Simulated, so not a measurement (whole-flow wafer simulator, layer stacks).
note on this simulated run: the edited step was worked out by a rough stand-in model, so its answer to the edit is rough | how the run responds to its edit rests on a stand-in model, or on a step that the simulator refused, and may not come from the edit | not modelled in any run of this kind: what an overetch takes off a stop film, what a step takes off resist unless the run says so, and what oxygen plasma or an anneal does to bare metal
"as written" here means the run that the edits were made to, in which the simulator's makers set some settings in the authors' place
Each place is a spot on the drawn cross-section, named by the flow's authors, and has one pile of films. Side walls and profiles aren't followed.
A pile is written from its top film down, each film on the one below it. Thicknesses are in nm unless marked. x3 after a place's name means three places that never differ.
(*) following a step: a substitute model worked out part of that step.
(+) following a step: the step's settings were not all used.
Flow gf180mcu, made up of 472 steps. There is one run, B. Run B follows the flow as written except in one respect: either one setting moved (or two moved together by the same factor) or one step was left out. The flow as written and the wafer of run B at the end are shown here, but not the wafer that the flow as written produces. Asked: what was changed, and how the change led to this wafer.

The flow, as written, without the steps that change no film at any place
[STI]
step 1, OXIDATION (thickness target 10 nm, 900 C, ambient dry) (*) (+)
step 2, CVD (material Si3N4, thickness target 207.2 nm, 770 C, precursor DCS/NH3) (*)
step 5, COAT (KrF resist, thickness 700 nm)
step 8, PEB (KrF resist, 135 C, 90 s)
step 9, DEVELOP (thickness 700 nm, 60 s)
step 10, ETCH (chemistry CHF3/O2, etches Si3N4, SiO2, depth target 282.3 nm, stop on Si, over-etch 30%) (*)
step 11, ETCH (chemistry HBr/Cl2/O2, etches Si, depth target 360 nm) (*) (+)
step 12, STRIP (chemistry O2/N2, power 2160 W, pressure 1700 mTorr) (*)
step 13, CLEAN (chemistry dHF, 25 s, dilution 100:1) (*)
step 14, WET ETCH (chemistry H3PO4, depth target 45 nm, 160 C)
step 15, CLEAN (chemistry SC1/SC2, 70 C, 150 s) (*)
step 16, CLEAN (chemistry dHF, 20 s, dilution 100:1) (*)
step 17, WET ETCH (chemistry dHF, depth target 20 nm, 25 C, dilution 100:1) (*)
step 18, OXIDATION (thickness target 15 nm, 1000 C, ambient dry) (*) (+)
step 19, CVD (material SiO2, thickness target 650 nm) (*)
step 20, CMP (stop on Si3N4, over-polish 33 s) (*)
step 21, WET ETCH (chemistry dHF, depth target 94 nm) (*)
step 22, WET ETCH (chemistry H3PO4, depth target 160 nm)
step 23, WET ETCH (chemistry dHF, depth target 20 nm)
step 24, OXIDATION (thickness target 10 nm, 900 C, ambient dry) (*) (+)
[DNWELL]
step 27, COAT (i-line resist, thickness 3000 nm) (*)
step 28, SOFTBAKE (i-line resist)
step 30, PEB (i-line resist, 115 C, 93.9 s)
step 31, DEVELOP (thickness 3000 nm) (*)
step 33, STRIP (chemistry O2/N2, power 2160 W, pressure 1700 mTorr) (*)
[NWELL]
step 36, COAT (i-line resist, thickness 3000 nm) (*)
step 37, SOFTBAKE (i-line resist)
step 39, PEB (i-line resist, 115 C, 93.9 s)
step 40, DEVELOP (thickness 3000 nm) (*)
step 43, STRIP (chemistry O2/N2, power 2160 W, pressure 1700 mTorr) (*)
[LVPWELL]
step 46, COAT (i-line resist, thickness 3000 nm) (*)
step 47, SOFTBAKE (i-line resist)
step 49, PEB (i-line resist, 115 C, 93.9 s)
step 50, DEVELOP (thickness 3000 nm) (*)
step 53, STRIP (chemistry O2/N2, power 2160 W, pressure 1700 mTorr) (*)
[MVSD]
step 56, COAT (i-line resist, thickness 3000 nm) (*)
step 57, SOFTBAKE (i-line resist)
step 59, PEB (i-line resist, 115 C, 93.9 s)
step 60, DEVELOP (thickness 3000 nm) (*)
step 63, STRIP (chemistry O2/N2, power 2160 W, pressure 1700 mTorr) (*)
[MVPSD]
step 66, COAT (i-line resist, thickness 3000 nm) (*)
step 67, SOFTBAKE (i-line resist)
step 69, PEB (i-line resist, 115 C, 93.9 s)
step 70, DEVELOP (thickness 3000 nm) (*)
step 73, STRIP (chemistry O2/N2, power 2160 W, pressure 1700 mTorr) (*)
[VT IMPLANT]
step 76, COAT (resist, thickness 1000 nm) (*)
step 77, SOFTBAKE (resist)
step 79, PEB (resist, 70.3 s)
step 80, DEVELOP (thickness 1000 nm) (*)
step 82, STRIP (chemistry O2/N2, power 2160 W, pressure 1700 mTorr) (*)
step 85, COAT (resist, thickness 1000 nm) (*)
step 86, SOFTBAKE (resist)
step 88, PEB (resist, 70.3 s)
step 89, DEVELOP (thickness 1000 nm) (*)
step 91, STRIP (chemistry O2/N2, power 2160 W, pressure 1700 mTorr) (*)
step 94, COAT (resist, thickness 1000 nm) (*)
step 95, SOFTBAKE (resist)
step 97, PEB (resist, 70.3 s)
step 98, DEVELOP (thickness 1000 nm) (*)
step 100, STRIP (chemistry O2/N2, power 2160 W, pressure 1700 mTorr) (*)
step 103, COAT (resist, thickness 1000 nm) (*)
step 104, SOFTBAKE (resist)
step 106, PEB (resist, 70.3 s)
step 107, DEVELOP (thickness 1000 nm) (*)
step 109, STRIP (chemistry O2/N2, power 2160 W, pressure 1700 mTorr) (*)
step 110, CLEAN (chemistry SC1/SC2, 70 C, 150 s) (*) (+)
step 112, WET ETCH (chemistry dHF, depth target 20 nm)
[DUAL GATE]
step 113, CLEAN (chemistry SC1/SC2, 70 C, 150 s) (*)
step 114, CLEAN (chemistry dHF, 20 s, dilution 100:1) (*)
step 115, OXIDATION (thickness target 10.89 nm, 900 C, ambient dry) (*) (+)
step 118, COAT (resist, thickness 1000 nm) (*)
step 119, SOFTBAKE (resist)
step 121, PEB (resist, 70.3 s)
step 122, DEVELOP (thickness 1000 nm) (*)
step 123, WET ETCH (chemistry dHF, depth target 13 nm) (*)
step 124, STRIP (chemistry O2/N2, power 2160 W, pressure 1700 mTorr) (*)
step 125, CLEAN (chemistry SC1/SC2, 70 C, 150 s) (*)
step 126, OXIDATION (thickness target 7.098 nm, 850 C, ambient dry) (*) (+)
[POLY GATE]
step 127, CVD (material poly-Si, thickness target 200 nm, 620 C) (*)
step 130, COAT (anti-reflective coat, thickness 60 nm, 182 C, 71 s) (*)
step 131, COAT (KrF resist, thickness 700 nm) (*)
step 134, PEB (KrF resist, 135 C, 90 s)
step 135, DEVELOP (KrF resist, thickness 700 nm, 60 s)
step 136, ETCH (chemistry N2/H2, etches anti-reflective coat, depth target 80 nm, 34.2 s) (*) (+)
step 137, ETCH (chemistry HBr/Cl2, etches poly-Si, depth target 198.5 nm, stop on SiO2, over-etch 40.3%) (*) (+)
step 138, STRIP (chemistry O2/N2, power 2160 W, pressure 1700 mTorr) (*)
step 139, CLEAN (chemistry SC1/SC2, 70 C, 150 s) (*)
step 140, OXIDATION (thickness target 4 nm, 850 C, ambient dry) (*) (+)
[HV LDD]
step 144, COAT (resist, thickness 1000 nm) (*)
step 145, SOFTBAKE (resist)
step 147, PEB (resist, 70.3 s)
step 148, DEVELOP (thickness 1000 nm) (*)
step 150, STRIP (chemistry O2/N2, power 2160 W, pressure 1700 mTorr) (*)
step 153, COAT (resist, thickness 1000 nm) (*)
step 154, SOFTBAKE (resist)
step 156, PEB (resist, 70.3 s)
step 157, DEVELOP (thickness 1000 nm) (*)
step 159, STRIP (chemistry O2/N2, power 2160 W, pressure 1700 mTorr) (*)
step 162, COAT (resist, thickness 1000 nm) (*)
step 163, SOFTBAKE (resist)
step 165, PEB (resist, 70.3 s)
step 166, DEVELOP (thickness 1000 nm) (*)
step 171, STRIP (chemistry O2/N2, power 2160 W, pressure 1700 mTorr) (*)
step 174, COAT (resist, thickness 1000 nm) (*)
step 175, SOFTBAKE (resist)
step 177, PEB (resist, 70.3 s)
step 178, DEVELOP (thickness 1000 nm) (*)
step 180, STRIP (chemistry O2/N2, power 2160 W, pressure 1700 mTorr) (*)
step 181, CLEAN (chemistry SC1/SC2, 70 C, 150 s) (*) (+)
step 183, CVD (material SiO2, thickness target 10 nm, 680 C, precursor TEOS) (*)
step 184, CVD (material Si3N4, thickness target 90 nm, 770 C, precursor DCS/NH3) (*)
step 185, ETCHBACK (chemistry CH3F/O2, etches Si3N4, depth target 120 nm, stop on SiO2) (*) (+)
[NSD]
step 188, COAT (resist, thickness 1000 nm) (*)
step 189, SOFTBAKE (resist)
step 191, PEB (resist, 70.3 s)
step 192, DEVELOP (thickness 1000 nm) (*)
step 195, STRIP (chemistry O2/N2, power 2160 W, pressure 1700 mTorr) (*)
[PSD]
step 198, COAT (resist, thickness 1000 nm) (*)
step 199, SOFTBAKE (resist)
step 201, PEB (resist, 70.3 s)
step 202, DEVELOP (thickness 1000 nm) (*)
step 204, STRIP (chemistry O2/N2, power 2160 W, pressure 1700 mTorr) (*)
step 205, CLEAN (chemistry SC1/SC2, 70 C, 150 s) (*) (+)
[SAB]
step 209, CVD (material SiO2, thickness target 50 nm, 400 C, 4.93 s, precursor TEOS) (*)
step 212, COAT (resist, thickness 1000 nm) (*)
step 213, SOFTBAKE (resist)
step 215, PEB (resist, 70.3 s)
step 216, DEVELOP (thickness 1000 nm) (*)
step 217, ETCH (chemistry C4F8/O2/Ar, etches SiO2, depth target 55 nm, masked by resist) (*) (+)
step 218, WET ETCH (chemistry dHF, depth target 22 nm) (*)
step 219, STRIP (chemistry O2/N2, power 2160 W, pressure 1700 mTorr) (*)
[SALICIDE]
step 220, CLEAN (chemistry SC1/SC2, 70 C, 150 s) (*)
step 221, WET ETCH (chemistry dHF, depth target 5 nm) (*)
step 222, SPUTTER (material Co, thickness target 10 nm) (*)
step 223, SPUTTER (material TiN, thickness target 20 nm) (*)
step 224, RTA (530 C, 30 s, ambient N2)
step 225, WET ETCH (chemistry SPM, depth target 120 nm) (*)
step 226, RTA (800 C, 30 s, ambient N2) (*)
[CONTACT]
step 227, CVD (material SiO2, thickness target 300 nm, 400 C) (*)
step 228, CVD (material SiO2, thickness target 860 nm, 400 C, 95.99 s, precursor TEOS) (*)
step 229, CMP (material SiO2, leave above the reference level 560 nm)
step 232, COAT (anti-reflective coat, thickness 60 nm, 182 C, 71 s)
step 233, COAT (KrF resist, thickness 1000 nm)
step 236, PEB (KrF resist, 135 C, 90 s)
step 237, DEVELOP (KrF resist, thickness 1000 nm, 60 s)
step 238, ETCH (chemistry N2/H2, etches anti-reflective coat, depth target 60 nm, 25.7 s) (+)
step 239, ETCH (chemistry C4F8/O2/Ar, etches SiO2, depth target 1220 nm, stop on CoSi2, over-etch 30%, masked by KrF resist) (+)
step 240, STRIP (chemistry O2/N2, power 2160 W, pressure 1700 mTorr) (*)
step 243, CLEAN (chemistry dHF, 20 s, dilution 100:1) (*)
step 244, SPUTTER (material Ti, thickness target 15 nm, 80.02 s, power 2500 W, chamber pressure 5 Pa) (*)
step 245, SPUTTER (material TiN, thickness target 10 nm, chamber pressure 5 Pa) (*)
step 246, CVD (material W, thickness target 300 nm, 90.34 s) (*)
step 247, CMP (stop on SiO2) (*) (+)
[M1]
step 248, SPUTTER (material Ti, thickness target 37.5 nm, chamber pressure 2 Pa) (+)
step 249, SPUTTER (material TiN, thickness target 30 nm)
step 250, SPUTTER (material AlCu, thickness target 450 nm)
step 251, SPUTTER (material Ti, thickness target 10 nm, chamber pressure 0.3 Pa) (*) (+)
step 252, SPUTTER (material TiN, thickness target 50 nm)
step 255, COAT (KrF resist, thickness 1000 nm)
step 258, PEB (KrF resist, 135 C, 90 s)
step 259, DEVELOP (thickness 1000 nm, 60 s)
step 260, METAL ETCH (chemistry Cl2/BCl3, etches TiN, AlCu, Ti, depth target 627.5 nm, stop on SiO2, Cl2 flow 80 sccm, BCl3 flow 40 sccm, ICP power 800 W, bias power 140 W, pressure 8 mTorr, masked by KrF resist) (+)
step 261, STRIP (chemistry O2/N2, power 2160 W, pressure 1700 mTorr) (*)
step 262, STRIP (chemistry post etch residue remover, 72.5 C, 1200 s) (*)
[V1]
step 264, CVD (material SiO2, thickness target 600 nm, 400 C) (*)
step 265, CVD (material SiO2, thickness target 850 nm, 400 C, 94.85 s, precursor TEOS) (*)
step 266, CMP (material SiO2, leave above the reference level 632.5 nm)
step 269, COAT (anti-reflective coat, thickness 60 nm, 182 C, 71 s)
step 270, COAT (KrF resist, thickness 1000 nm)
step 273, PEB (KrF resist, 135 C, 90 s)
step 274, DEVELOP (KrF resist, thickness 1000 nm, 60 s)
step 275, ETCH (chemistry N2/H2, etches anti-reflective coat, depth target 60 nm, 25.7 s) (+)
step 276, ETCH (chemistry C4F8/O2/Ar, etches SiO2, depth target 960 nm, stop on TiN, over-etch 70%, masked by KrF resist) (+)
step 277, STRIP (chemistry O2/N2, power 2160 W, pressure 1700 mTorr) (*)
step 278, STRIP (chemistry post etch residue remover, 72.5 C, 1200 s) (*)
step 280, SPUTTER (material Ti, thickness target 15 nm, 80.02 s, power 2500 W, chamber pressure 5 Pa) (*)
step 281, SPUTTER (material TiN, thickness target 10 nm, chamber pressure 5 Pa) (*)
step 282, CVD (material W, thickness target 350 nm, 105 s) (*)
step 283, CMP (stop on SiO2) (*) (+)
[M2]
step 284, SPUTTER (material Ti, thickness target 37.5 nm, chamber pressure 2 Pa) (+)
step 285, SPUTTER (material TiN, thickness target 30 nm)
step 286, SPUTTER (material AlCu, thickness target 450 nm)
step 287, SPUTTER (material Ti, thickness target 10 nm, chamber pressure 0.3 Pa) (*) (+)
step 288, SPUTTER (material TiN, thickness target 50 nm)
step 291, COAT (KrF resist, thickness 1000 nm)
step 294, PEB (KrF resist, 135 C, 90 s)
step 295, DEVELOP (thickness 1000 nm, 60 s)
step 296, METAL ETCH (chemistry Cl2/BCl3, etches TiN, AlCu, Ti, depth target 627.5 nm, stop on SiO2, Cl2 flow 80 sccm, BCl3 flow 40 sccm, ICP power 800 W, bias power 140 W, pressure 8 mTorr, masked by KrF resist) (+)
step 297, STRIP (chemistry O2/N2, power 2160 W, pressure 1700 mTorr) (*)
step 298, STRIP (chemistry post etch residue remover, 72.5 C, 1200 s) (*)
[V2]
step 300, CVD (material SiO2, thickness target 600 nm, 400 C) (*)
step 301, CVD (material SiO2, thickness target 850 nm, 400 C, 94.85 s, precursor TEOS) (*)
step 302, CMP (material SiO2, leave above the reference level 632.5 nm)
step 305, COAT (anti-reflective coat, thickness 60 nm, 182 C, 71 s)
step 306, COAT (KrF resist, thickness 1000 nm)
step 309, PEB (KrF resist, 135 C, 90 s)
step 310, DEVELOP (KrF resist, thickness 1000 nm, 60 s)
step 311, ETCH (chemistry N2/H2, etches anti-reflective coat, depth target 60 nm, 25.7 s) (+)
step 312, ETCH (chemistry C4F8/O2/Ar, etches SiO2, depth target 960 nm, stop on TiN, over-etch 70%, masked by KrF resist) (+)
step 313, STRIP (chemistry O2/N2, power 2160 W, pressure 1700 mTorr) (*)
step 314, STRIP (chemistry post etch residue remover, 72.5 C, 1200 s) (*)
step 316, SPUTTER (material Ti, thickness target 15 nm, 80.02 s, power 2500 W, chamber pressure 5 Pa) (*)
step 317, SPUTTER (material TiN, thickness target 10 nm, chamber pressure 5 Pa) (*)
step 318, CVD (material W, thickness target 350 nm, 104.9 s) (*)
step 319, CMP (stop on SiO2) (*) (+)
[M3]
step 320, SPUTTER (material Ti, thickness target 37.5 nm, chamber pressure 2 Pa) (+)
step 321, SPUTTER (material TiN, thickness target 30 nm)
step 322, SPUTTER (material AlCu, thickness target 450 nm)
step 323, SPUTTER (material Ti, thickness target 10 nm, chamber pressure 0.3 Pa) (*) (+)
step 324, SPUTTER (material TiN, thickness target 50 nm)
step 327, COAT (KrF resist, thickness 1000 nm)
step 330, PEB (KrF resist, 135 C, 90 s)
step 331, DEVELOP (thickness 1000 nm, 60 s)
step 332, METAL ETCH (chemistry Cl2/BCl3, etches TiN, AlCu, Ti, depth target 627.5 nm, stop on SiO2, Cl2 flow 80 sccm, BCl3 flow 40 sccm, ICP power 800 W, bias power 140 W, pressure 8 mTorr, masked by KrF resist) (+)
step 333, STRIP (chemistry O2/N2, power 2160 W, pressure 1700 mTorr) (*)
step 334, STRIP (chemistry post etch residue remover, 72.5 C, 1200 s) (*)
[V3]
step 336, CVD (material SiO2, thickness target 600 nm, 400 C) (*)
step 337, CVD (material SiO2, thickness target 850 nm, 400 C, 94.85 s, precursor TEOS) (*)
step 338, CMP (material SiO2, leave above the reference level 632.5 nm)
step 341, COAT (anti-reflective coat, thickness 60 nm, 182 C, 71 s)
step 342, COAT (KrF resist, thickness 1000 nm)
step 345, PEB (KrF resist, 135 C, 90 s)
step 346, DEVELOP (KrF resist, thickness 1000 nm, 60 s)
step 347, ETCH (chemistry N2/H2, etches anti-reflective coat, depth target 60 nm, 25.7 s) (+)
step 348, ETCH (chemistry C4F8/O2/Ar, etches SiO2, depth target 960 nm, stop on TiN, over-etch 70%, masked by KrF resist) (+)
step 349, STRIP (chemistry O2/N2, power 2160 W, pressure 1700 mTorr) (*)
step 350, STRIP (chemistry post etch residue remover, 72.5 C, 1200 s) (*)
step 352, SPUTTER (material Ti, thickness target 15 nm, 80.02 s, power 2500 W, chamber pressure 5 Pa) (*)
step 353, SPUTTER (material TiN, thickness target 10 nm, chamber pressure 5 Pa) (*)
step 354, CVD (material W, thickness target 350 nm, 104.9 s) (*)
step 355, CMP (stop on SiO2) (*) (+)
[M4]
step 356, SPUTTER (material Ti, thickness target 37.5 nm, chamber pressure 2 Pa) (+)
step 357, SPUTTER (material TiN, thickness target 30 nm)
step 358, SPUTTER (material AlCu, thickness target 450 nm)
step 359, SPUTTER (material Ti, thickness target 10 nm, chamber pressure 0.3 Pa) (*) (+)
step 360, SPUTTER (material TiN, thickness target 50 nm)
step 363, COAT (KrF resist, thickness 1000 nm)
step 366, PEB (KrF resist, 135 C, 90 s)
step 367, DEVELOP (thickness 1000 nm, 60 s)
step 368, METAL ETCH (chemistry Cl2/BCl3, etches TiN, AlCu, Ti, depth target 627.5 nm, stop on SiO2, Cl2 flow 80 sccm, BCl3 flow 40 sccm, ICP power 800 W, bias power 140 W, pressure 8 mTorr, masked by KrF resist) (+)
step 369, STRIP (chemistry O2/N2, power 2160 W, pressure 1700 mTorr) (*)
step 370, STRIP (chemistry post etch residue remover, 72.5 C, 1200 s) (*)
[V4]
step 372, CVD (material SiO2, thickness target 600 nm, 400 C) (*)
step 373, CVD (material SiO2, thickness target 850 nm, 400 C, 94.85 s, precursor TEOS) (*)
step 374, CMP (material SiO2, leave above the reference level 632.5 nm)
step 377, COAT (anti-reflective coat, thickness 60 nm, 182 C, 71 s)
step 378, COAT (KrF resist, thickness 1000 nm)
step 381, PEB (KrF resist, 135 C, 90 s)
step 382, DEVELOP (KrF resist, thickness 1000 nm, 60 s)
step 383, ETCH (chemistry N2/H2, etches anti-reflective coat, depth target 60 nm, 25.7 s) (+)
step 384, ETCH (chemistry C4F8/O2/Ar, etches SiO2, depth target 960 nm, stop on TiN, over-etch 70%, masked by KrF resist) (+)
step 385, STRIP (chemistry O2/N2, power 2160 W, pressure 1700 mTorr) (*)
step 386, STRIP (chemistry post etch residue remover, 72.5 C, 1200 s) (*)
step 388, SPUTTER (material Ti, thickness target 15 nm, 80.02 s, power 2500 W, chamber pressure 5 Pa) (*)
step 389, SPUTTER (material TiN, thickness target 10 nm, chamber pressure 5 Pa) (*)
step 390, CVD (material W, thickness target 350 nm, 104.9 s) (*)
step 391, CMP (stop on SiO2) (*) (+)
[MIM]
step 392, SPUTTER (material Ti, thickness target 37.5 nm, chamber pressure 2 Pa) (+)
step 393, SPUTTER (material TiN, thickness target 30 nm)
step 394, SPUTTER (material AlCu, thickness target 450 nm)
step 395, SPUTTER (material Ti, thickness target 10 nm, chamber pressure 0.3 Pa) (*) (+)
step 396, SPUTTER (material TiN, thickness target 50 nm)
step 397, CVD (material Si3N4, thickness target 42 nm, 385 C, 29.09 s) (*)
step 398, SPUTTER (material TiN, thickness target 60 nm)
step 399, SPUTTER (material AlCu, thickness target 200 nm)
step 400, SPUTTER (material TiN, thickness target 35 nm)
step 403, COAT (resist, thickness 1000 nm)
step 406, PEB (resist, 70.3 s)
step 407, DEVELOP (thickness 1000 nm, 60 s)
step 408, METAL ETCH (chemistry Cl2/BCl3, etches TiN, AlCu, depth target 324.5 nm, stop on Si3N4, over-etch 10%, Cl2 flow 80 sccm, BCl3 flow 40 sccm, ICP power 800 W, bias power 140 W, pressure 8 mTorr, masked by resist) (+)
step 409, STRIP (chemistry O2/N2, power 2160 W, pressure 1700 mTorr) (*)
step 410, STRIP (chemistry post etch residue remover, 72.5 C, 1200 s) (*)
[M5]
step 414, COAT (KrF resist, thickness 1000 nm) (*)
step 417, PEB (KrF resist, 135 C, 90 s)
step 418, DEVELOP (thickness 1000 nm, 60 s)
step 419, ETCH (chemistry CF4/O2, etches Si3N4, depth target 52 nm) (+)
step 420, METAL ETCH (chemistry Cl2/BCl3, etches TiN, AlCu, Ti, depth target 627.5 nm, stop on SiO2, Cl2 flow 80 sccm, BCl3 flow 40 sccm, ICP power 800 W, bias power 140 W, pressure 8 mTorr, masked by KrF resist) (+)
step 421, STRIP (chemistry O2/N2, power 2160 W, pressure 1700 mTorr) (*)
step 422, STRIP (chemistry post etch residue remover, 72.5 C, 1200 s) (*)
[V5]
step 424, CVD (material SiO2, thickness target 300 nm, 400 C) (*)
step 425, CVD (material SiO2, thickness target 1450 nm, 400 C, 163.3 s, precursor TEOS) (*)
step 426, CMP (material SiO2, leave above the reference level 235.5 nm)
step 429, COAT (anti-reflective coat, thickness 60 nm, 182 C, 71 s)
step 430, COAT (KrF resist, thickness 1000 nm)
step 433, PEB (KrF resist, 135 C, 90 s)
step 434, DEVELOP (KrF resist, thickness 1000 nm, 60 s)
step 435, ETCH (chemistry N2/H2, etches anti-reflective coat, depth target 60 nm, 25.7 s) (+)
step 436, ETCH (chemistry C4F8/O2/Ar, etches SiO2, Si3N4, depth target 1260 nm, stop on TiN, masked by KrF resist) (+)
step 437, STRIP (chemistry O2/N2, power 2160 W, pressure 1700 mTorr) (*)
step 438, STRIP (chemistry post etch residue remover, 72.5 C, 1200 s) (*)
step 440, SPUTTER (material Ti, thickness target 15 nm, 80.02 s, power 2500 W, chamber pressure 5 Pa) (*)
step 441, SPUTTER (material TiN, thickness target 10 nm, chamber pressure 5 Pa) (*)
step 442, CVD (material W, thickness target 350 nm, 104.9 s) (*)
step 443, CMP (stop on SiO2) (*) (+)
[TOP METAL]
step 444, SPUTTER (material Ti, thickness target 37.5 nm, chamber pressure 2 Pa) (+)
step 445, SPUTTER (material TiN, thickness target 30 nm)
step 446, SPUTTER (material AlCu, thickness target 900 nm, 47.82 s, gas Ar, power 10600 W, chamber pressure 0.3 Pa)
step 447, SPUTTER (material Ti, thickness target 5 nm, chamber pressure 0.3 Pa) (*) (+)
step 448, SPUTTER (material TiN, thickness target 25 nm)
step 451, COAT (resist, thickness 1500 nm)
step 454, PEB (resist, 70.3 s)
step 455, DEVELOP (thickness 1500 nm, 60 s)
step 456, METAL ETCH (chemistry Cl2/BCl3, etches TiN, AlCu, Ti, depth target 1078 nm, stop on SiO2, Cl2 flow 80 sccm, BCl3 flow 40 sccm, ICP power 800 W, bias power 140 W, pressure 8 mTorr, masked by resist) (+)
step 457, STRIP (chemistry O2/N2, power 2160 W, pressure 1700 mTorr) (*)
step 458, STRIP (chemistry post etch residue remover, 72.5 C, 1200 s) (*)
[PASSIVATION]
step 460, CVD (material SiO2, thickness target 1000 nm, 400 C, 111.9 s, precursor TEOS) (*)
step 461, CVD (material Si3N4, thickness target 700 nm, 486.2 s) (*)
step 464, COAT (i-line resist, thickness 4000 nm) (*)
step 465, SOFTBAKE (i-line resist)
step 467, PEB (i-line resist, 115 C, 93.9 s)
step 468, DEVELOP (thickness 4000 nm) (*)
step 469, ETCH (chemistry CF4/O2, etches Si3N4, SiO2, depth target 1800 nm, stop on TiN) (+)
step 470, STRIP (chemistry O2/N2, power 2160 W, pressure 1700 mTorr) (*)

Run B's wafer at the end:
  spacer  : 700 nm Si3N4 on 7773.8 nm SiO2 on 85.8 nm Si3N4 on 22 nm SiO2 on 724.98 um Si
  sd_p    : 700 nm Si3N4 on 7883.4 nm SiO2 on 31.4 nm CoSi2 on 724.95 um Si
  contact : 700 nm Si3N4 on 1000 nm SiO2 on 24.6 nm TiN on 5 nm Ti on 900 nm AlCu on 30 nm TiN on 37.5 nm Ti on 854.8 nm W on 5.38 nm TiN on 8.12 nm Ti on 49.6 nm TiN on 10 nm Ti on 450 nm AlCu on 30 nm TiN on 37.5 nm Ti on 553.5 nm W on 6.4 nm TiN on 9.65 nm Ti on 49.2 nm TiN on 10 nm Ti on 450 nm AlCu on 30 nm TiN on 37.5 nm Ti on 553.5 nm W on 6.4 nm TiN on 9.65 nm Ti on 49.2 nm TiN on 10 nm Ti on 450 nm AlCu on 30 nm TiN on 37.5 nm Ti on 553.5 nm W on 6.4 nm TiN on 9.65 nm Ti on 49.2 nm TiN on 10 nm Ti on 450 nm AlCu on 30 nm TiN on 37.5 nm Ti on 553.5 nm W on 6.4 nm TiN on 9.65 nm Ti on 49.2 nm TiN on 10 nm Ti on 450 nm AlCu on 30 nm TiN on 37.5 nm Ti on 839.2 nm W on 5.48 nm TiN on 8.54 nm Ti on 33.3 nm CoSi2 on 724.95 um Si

What caused this: step 183, CVD: thickness target 14.8 nm was run, whereas the flow has thickness target 10 nm.

The path from the change to this, step by step:
  step 183, CVD (material SiO2, thickness target 10 nm, 680 C, precursor TEOS) (*)
      field, field__w1, field__w2 and 99 more: SiO2 gains 14.8 (as written it would have been: SiO2 gains 10)
      ld_drift_p: SiO2 gains 14.6 (as written it would have been: SiO2 gains 9.87)
      (as well as at 1 more place)
  step 189, SOFTBAKE (resist)
      field__w9: resist loses 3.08 (as written it would have been: resist gains 6.92)
      field_sub__w1: resist gains 9.76 (as written it would have been: resist gains 7.47)
  step 199, SOFTBAKE (resist)
      field__w9: resist loses 3.08 (as written it would have been: resist gains 6.92)
      field_sub__w1: resist gains 9.76 (as written it would have been: resist gains 7.47)
  step 218, WET ETCH (chemistry dHF, depth target 22 nm) (*)
      gate, gate_hv, gate_p and 23 more: SiO2 loses 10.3 (all of it) (as written it would have been: SiO2 loses 5.48 (all of it))
      field, field__w10, sti and 14 more: SiO2 loses 25.2 (as written it would have been: SiO2 loses 24.5)
      (as well as at 55 more places)
  step 229, CMP (material SiO2, leave above the reference level 560 nm)
      field__w3: SiO2 loses 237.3 (as written it would have been: SiO2 loses 232.3)
      field__w12: SiO2 loses 237.2 (as written it would have been: SiO2 loses 232.1)
      (as well as at 1 more place)
